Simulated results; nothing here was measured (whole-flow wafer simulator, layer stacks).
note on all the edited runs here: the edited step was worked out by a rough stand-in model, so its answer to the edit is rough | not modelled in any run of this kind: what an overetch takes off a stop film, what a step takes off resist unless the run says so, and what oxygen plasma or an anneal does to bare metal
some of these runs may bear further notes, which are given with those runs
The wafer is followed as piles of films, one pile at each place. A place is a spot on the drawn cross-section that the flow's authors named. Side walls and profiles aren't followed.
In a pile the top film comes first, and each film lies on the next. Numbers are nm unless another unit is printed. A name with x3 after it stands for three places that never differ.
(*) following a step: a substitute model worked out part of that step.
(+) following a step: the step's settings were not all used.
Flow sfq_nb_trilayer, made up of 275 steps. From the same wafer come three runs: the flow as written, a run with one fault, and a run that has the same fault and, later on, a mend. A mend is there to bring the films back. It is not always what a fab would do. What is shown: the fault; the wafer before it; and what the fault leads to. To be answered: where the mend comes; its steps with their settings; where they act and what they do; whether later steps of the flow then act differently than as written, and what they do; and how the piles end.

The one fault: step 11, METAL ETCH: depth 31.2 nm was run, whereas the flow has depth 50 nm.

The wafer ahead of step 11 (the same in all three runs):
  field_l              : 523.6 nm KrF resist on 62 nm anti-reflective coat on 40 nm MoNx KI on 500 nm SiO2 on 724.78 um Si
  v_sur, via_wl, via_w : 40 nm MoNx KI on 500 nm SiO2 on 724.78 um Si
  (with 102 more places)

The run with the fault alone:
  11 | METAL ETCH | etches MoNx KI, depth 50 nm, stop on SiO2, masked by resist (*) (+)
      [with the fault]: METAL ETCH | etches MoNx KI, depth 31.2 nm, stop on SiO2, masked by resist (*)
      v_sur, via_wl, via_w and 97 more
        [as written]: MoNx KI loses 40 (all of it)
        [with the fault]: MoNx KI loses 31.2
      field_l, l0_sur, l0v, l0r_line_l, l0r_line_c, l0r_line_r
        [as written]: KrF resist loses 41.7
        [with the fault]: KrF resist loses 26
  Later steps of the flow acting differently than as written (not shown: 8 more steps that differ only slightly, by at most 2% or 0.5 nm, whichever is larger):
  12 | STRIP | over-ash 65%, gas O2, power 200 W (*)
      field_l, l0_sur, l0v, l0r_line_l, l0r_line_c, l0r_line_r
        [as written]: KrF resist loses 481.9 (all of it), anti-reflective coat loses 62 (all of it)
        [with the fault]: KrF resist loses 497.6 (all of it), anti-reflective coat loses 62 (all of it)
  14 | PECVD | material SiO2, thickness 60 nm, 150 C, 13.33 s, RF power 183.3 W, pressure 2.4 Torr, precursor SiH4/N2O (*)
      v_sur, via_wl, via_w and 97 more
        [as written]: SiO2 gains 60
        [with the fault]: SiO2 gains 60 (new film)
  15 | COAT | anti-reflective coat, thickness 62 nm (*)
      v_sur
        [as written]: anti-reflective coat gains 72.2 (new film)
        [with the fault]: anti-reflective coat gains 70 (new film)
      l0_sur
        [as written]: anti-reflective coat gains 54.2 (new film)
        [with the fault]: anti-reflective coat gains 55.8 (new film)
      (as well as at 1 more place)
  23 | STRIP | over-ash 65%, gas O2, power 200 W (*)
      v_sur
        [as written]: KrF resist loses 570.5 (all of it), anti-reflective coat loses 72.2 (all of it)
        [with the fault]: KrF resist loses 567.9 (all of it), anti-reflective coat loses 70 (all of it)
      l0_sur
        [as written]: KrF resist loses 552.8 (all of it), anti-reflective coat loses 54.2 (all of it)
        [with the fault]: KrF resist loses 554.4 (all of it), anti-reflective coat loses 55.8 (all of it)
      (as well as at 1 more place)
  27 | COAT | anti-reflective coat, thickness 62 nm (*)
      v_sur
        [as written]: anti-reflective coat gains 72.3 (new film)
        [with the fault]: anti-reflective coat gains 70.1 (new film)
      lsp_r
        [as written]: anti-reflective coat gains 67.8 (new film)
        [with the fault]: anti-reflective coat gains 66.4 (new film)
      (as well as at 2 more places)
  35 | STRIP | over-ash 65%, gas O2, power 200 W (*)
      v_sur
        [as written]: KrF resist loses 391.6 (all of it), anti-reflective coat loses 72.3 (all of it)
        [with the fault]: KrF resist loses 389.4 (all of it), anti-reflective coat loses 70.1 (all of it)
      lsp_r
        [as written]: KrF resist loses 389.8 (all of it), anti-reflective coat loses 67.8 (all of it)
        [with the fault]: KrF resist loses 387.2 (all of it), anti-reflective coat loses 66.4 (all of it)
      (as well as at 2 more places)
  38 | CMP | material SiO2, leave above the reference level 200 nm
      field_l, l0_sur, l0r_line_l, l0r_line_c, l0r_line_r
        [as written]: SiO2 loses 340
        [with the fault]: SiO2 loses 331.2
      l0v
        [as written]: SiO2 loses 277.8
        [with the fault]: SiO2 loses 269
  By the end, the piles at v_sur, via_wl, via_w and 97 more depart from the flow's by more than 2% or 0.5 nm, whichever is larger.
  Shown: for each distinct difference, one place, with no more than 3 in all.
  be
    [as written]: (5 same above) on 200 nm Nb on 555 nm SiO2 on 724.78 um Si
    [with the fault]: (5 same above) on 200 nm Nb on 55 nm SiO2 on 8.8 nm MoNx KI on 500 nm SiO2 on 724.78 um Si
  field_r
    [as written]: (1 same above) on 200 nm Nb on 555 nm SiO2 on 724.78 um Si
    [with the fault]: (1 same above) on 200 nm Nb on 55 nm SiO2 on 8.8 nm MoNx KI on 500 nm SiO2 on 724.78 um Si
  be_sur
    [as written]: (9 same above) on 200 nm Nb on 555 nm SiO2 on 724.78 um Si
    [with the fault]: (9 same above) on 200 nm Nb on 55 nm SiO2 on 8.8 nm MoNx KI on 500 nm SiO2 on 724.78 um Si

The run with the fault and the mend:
  The mend follows step 12.
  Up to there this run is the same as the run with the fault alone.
  12a | COAT | anti-reflective coat, thickness 62 nm (*) (the flow's step 4 again)
      p4_fl x3, p4_w1 x9, p4_g1 x2 and 59 more
        anti-reflective coat gains 62 (new film)
      gap, jj_sur, ce_l and 7 more
        anti-reflective coat gains 63.3 (new film)
      wire, be, be_sur, moat, field_r, lsp_l
        anti-reflective coat gains 63.4 (new film)
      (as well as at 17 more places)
  12b | COAT | KrF resist, thickness 600 nm (*) (the flow's step 5 again)
      p4_fl x3, p4_w1 x9, p4_g1 x2 and 59 more
        KrF resist gains 600 (new film)
      ce_l, c5j, ce_r, sp_r, be_r
        KrF resist gains 605.2 (new film)
      gap, jj_sur, r_sur, res
        KrF resist gains 605.3 (new film)
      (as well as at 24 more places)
  12c | SOFTBAKE | KrF resist (the flow's step 6 again)
      alters no film at any place that is followed
  12d | EXPOSE | photomask L0, dose 11.59 mJ/cm2, NA 0.6, wavelength 248 nm (*) (the flow's step 7 again)
      alters no film at any place that is followed
  12e | PEB | KrF resist, 90 s (the flow's step 8 again)
      p4_fl x3, p4_w1 x9, p4_g1 x2 and 62 more
        KrF resist loses 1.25
      be, be_sur, gap and 10 more
        KrF resist loses 1.26
      v_sur, via_w, via_wr and 9 more
        KrF resist loses 1.27
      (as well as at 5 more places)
  12f | DEVELOP | KrF resist, thickness 600 nm, 60 s (the flow's step 9 again)
      p4_fl x3, p4_w1 x9, p4_g1 x2 and 59 more
        KrF resist loses 598.7 (all of it)
      gap, jj_sur, ce_l and 6 more
        KrF resist loses 604 (all of it)
      field_l, l0_sur, l0v, l0r_line_l, l0r_line_c, l0r_line_r
        KrF resist loses 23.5
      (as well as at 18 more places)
  12g | METAL ETCH | etches anti-reflective coat, depth 125 nm, masked by resist (*) (+) (the flow's step 10 again)
      p4_fl x3, p4_w1 x9, p4_g1 x2 and 59 more
        anti-reflective coat loses 62 (all of it)
      gap, jj_sur, ce_l and 7 more
        anti-reflective coat loses 63.3 (all of it)
      field_l, l0_sur, l0v, l0r_line_l, l0r_line_c, l0r_line_r
        KrF resist loses 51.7
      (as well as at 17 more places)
  12h | METAL ETCH | etches MoNx KI, depth 18.8 nm, stop on SiO2, masked by resist (+) (the flow's step 11 again, with other settings)
      v_sur, via_wl, via_w and 97 more
        MoNx KI loses 8.8 (all of it)
      field_l, l0_sur, l0v, l0r_line_l, l0r_line_c, l0r_line_r
        KrF resist loses 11
  12i | STRIP | over-ash 65%, gas O2, power 200 W (*) (the flow's step 12 again)
      l0r_line_l, l0r_line_c, l0r_line_r
        KrF resist loses 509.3 (all of it), anti-reflective coat loses 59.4 (all of it)
      field_l
        KrF resist loses 505.3 (all of it), anti-reflective coat loses 57.5 (all of it)
      l0_sur
        KrF resist loses 506.7 (all of it), anti-reflective coat loses 55.3 (all of it)
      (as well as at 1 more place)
  Later steps of the flow that are run all act as written at every place that is followed.
  The piles end the same as the flow's at every place that both follow.
